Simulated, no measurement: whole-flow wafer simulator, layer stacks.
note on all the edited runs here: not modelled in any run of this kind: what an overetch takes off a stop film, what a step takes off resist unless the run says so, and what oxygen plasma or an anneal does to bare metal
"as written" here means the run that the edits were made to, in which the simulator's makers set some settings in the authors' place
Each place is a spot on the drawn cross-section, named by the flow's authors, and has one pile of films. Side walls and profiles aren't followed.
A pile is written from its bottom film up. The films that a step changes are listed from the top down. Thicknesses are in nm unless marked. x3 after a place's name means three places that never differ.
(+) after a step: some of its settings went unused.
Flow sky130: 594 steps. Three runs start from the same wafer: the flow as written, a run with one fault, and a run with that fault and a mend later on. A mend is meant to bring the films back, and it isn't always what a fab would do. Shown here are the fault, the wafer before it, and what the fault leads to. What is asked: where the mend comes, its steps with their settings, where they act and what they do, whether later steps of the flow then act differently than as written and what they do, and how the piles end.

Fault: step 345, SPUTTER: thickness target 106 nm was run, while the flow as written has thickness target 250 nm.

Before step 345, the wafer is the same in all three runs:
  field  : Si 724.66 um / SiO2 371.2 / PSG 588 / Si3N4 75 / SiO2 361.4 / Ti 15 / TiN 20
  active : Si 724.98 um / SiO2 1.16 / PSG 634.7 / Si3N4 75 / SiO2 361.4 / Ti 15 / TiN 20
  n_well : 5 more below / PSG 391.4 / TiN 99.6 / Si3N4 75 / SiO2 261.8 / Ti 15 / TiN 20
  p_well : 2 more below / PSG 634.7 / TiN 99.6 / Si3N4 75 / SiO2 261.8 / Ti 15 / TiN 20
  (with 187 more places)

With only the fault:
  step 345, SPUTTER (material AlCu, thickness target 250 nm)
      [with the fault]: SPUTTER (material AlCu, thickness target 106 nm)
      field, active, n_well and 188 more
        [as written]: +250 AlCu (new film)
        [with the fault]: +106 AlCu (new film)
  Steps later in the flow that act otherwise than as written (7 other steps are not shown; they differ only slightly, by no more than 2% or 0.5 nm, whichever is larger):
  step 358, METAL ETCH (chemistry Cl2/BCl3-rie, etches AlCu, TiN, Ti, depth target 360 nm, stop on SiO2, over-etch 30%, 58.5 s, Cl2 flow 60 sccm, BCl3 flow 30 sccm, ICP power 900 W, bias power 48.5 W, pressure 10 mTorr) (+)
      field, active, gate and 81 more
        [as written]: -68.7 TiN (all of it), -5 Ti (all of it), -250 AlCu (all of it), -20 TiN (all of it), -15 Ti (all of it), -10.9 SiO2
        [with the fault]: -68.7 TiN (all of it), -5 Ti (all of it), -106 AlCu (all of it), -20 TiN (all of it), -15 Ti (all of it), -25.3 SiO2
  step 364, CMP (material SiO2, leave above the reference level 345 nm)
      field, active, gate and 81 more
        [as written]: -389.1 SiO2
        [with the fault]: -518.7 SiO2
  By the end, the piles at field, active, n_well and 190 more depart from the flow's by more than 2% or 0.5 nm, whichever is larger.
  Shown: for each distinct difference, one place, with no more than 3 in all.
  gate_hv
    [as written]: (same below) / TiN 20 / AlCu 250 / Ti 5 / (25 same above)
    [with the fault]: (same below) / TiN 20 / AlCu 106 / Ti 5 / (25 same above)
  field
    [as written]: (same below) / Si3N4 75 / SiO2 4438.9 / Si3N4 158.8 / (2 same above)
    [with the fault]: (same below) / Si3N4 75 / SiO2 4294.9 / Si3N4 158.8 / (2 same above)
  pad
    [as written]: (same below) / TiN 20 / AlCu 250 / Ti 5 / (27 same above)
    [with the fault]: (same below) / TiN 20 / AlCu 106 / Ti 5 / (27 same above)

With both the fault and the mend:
  After step 345 comes the mend.
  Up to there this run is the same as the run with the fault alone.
  step 345a, SPUTTER (material AlCu, thickness target 144 nm) (the flow's step 345 again, with other settings)
      field, active, n_well and 188 more
        +144 AlCu
  Every later step of the flow that is run acts as written at every place that is followed.
  By the end, the piles equal the flow's at every place that both follow.
